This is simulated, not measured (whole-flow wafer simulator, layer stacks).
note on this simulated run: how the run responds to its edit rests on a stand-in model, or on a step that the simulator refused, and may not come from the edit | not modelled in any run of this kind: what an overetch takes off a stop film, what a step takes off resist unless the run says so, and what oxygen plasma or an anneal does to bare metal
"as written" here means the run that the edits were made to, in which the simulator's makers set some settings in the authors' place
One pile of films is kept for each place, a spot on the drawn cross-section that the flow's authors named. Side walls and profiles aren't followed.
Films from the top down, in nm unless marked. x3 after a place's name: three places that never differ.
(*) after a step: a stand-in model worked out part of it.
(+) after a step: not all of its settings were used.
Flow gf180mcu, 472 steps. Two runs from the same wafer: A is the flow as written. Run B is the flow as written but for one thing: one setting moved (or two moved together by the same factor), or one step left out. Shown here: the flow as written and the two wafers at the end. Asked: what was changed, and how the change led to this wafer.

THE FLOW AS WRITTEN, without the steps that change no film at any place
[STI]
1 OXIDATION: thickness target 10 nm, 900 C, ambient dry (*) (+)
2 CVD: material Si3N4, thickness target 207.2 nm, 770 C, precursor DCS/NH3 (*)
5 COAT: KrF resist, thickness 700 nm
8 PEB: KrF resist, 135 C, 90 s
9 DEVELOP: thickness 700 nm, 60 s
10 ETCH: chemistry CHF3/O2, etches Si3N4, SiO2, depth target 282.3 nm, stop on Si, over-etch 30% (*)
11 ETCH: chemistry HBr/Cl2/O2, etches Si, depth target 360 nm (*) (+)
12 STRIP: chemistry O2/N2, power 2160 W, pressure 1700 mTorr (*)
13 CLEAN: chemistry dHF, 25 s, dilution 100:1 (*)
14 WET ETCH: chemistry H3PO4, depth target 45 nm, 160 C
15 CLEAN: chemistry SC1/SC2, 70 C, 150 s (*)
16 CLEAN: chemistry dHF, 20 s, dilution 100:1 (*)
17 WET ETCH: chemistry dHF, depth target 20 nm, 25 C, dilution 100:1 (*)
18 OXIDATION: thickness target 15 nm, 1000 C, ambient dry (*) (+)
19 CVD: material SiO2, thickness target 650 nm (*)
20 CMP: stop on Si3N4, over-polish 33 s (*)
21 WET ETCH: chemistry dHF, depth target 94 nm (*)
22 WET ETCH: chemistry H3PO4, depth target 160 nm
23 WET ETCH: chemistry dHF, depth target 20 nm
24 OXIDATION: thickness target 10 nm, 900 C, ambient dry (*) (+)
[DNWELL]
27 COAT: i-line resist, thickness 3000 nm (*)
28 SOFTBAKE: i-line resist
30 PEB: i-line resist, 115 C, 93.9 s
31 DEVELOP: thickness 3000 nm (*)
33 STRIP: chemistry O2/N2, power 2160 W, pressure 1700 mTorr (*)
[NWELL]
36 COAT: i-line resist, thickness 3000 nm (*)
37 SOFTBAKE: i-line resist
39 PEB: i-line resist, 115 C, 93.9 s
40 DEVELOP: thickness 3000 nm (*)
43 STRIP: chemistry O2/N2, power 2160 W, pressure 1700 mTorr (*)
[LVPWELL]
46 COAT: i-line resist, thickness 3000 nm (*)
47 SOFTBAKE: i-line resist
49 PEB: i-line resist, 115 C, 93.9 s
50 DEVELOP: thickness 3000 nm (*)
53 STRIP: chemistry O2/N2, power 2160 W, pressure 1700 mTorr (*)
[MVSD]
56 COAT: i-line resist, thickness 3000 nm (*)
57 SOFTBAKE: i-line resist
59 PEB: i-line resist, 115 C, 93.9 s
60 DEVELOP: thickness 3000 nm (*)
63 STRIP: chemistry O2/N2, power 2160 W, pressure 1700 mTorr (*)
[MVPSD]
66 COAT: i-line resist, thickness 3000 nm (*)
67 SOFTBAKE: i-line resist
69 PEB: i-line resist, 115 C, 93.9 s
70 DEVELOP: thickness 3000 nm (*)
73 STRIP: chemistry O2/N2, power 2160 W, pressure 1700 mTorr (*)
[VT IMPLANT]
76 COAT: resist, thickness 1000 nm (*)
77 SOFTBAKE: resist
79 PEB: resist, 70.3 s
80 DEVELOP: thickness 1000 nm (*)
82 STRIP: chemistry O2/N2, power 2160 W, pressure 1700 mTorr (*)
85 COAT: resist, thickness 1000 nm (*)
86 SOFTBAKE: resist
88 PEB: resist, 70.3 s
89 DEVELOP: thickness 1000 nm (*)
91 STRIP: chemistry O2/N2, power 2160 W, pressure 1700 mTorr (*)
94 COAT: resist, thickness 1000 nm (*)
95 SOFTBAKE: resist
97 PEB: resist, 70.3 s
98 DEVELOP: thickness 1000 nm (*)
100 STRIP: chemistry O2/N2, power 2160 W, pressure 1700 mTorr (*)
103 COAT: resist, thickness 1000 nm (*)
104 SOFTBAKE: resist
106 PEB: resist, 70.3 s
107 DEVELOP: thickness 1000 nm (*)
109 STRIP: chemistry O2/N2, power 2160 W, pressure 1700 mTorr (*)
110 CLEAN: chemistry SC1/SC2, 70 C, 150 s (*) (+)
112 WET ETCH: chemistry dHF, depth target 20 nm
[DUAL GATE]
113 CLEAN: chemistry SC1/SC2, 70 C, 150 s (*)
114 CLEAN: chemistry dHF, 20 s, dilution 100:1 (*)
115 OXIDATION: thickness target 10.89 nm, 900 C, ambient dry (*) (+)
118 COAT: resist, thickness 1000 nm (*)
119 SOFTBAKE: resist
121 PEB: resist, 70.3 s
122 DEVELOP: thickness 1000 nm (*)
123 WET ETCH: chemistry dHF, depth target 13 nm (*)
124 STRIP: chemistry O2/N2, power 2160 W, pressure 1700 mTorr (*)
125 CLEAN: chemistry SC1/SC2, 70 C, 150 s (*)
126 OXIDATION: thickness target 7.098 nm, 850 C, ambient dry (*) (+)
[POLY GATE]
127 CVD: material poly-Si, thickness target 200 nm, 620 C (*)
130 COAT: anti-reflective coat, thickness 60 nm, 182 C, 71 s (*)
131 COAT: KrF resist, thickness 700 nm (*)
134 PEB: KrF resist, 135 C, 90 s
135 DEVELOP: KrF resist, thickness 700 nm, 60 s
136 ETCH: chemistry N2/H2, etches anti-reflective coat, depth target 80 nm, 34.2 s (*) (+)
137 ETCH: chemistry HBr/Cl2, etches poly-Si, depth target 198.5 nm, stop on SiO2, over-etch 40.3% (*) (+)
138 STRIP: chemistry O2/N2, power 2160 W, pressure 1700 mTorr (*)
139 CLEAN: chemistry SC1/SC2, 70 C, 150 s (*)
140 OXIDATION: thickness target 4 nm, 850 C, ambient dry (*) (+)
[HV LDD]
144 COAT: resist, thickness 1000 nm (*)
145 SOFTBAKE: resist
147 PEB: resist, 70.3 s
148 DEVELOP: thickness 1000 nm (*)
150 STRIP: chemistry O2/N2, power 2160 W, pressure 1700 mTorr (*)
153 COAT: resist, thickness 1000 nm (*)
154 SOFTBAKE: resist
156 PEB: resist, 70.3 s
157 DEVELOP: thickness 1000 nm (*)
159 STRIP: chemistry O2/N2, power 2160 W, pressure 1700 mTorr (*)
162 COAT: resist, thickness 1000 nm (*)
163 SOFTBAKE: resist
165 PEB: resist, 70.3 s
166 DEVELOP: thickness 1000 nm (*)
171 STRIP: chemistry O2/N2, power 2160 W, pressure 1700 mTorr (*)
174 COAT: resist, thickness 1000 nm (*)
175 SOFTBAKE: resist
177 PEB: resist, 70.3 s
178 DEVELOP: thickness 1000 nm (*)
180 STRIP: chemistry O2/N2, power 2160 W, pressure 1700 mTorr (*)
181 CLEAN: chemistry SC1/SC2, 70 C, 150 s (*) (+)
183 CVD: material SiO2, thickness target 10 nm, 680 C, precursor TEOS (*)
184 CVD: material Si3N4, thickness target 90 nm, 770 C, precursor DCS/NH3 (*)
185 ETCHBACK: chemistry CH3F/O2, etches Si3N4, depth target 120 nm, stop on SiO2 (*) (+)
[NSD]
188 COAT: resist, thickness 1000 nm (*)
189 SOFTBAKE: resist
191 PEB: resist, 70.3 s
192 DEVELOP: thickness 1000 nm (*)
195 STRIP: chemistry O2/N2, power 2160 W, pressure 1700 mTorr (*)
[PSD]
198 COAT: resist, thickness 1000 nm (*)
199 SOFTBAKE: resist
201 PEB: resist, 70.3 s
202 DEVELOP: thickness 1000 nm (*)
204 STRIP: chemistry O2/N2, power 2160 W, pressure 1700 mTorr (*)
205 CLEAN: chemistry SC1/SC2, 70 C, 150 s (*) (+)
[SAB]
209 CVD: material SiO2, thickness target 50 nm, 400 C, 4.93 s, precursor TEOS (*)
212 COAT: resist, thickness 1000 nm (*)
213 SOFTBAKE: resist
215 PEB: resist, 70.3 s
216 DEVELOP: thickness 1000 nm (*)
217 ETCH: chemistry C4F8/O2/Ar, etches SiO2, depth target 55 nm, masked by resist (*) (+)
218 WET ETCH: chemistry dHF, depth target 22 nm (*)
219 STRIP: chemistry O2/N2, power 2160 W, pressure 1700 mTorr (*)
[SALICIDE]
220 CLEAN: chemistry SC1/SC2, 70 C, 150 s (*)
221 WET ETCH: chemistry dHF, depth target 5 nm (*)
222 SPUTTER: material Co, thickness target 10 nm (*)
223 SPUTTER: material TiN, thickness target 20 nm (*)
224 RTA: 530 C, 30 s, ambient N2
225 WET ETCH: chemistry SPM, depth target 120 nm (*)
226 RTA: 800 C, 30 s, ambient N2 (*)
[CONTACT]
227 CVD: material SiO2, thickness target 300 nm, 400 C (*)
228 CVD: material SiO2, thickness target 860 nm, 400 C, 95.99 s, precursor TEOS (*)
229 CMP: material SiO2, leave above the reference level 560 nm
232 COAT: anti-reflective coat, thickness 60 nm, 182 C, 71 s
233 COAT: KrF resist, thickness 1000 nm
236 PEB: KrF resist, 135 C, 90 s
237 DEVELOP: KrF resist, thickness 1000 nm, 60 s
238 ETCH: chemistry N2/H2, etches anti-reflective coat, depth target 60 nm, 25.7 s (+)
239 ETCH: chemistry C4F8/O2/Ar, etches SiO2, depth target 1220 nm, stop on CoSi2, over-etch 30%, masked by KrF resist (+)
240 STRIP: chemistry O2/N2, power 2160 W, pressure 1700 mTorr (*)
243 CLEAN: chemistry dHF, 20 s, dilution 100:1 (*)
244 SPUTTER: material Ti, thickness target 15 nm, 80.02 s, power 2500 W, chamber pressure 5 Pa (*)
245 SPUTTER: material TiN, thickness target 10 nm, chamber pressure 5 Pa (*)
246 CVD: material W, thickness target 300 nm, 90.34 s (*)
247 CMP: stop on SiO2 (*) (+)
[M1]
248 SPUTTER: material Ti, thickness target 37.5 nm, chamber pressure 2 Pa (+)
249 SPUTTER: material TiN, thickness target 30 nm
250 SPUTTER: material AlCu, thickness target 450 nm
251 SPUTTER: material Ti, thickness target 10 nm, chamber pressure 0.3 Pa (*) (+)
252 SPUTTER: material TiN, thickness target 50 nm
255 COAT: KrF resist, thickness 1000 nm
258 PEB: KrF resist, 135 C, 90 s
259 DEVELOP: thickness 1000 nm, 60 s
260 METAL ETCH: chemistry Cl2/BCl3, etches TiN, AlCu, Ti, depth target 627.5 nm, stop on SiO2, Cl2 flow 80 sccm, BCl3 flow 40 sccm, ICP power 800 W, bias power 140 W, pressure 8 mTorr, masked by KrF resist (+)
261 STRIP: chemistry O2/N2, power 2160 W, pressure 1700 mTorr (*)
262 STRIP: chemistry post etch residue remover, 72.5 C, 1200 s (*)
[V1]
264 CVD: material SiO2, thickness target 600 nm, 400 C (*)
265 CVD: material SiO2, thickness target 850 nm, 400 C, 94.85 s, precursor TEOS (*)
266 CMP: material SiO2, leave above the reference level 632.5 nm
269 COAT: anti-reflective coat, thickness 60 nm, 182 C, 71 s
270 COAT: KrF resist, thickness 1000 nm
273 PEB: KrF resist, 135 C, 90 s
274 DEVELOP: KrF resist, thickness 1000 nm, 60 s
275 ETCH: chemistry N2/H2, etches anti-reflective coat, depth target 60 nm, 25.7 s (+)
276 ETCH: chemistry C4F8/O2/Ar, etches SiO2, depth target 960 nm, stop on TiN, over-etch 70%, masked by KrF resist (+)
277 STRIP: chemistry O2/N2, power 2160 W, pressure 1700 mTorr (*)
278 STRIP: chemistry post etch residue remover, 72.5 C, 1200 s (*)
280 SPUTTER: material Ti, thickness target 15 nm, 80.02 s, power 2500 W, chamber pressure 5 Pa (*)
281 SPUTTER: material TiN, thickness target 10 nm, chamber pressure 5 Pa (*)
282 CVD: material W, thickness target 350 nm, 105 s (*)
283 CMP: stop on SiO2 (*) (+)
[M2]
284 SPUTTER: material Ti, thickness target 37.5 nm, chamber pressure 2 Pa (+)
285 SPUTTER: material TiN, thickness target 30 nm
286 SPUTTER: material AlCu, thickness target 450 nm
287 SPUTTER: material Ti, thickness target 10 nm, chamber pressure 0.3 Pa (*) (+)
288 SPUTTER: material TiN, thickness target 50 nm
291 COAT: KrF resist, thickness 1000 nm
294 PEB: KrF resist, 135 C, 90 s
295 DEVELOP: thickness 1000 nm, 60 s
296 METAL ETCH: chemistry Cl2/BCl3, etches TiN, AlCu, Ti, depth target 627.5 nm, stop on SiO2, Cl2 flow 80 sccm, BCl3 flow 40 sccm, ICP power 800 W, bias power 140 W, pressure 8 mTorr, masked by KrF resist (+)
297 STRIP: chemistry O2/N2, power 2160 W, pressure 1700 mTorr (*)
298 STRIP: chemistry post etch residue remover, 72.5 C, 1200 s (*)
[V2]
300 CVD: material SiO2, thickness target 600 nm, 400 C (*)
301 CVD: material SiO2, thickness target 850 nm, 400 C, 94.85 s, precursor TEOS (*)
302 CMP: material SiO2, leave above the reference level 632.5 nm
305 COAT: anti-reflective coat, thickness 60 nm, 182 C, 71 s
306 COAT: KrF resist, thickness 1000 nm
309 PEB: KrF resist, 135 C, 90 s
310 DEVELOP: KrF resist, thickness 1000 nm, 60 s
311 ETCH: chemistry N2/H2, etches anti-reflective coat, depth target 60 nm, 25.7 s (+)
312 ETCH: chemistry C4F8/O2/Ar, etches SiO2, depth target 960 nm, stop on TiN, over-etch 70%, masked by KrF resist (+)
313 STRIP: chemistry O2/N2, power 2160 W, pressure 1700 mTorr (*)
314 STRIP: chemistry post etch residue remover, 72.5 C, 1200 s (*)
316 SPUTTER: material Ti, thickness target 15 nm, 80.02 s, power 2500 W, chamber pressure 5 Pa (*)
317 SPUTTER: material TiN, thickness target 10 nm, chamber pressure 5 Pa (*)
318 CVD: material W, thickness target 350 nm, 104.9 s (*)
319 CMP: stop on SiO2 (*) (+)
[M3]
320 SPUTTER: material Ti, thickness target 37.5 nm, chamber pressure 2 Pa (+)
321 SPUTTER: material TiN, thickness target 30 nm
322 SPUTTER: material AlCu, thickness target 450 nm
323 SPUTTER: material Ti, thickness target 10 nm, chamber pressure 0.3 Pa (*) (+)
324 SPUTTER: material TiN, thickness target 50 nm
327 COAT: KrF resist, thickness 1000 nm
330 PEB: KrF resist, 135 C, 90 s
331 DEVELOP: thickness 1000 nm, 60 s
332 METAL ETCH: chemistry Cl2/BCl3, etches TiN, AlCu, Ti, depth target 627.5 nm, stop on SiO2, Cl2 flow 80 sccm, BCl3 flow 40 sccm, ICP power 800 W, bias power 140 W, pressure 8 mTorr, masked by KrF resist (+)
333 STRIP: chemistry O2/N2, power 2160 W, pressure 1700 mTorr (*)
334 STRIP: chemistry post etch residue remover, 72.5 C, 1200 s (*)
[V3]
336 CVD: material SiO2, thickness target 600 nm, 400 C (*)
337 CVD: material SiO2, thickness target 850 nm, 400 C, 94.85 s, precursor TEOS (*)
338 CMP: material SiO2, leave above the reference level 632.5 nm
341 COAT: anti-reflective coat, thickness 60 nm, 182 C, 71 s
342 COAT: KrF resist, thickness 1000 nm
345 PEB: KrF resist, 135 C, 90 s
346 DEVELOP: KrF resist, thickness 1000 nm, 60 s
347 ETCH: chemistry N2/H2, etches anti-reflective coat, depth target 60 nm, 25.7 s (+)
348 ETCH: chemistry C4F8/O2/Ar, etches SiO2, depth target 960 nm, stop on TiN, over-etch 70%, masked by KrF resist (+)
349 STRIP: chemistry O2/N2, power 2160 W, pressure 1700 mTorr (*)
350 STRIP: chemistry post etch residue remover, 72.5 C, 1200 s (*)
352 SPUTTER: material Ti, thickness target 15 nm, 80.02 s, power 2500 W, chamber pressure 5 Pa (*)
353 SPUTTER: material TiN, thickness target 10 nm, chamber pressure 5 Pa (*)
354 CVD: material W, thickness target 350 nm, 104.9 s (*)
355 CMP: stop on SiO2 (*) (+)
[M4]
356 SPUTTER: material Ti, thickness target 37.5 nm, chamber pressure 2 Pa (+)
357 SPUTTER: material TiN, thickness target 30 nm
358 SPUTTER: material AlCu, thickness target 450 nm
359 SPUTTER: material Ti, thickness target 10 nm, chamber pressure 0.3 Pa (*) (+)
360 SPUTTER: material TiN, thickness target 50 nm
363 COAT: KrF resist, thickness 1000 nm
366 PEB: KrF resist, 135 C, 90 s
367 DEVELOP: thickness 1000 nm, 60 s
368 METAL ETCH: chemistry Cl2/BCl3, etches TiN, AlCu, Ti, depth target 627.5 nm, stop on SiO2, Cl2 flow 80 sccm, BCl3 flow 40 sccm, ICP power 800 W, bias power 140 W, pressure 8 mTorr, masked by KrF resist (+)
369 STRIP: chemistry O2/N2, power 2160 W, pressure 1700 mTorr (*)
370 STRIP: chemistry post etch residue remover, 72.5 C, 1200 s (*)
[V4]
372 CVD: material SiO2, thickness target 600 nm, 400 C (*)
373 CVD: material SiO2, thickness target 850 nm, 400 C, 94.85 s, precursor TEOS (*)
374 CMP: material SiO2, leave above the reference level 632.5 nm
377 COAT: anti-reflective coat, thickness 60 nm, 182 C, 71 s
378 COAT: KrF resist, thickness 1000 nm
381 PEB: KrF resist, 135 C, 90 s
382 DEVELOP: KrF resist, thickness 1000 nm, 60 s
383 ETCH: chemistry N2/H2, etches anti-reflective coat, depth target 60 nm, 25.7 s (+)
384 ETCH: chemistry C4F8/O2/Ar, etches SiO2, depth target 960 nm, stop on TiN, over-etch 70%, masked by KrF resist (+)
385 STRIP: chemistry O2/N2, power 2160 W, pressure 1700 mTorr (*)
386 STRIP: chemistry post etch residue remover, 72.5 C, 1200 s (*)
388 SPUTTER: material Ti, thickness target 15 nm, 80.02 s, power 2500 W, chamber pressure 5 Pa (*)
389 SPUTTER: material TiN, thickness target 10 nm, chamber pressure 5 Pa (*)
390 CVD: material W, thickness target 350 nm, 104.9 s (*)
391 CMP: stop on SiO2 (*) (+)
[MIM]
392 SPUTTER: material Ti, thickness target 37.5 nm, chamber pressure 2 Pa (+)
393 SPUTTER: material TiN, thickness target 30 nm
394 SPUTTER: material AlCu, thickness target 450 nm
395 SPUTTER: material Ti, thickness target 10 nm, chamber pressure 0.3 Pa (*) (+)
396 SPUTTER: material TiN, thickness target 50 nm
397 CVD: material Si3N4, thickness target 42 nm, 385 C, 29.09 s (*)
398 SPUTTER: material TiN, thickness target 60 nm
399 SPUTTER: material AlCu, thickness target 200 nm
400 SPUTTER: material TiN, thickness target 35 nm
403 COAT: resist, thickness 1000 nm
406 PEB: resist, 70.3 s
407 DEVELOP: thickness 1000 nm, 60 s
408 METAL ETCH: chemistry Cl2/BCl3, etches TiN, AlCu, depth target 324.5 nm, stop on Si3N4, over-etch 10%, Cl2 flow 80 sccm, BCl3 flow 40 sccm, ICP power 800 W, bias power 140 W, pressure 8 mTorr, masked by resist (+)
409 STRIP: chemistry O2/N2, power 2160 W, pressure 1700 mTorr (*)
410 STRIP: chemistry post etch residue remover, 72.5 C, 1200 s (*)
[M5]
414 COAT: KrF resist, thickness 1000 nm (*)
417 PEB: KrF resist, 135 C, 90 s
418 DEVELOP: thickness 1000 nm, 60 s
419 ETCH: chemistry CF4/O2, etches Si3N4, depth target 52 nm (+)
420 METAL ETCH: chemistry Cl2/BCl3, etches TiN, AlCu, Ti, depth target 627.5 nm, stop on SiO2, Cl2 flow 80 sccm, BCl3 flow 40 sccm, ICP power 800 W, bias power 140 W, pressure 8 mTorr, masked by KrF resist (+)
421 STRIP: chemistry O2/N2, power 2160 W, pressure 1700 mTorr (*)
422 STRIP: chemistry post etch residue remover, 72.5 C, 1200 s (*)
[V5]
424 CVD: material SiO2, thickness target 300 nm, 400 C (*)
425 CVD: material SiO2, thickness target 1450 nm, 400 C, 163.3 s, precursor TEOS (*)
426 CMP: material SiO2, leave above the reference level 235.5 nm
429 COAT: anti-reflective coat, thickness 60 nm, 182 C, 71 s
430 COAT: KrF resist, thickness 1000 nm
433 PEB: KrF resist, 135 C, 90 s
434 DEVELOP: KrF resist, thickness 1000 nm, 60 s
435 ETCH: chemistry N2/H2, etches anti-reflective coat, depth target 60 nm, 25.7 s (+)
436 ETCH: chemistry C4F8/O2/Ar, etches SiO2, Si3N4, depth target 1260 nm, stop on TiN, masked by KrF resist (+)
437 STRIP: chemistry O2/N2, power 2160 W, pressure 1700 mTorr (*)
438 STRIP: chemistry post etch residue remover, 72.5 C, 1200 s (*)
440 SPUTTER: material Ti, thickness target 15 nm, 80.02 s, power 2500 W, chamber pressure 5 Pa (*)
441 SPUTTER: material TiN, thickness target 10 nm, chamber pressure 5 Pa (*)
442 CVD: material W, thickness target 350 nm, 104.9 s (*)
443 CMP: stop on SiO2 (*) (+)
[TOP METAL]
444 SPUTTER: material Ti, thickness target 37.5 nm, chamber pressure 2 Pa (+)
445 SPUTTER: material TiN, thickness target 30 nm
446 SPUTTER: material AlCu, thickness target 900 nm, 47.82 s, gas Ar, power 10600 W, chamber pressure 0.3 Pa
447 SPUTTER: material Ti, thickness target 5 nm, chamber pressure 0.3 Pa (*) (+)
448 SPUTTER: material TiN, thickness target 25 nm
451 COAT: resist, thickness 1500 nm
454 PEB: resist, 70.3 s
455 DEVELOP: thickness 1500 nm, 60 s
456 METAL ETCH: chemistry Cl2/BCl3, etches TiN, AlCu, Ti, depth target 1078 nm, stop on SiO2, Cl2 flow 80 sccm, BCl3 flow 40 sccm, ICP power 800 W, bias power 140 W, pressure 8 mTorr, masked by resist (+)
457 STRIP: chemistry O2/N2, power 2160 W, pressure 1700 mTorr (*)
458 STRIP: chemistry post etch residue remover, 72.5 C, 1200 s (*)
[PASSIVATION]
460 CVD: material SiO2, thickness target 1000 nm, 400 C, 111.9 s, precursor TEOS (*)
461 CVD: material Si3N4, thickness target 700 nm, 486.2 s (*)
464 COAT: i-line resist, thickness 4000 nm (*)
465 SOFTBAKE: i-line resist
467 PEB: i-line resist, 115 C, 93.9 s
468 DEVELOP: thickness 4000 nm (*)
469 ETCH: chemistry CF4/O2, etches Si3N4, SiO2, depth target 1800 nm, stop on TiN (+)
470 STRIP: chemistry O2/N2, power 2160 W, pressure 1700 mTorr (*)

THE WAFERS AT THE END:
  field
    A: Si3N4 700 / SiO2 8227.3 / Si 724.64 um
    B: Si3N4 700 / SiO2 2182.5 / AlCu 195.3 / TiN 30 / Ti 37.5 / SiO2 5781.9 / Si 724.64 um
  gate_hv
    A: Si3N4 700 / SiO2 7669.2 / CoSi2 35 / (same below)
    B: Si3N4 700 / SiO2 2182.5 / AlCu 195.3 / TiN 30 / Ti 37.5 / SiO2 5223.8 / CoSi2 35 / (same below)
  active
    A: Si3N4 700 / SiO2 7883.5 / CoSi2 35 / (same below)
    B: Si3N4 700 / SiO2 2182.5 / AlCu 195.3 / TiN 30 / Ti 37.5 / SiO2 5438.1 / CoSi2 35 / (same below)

The cause: step 420, METAL ETCH: depth target 307.5 nm was run, where the flow has depth target 627.5 nm.

How the change led to this, step by step:
  420 METAL ETCH: chemistry Cl2/BCl3, etches TiN, AlCu, Ti, depth target 627.5 nm, stop on SiO2, Cl2 flow 80 sccm, BCl3 flow 40 sccm, ICP power 800 W, bias power 140 W, pressure 8 mTorr, masked by KrF resist (+)
      field, field__w1, field__w2 and 101 more: A TiN -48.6 (all of it), Ti -10 (all of it), AlCu -450 (all of it), TiN -30 (all of it), Ti -37.5 (all of it) | B TiN -48.6 (all of it), Ti -10 (all of it), AlCu -248.9
      field__w4, field__w8, contact, m1, m1__w1, mim, mim_1p0, m1_nw: A KrF resist -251 | B KrF resist -123
  421 STRIP: chemistry O2/N2, power 2160 W, pressure 1700 mTorr (*)
      field__w8, m1__w1: A KrF resist -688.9 (all of it) | B KrF resist -816.9 (all of it)
      contact, m1: A KrF resist -689.3 (all of it) | B KrF resist -817.3 (all of it)
      (and at 4 more places)
  422 STRIP: chemistry post etch residue remover, 72.5 C, 1200 s (*)
      field, field__w1, field__w2 and 101 more: A nothing | B AlCu -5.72
  424 CVD: material SiO2, thickness target 300 nm, 400 C (*)
      field, field__w1, field__w2 and 101 more: A SiO2 +300 | B SiO2 +300 (new film)
  426 CMP: material SiO2, leave above the reference level 235.5 nm
      field, field__w1, field__w5 and 92 more: A SiO2 -300.8 | B SiO2 -563.7
      field__w2, field__w3, field__w12 and 6 more: A SiO2 -272.7 | B SiO2 -547.5
Counting metal films that touch as one body, field has 1 body; the flow as written gives 0 bodies.
Counting metal films that touch as one body, gate_hv has 2 bodies (between them, from the top down: SiO2 5223.8); the flow as written gives 1 body.
Counting metal films that touch as one body, active has 2 bodies (between them, from the top down: SiO2 5438.1); the flow as written gives 1 body.
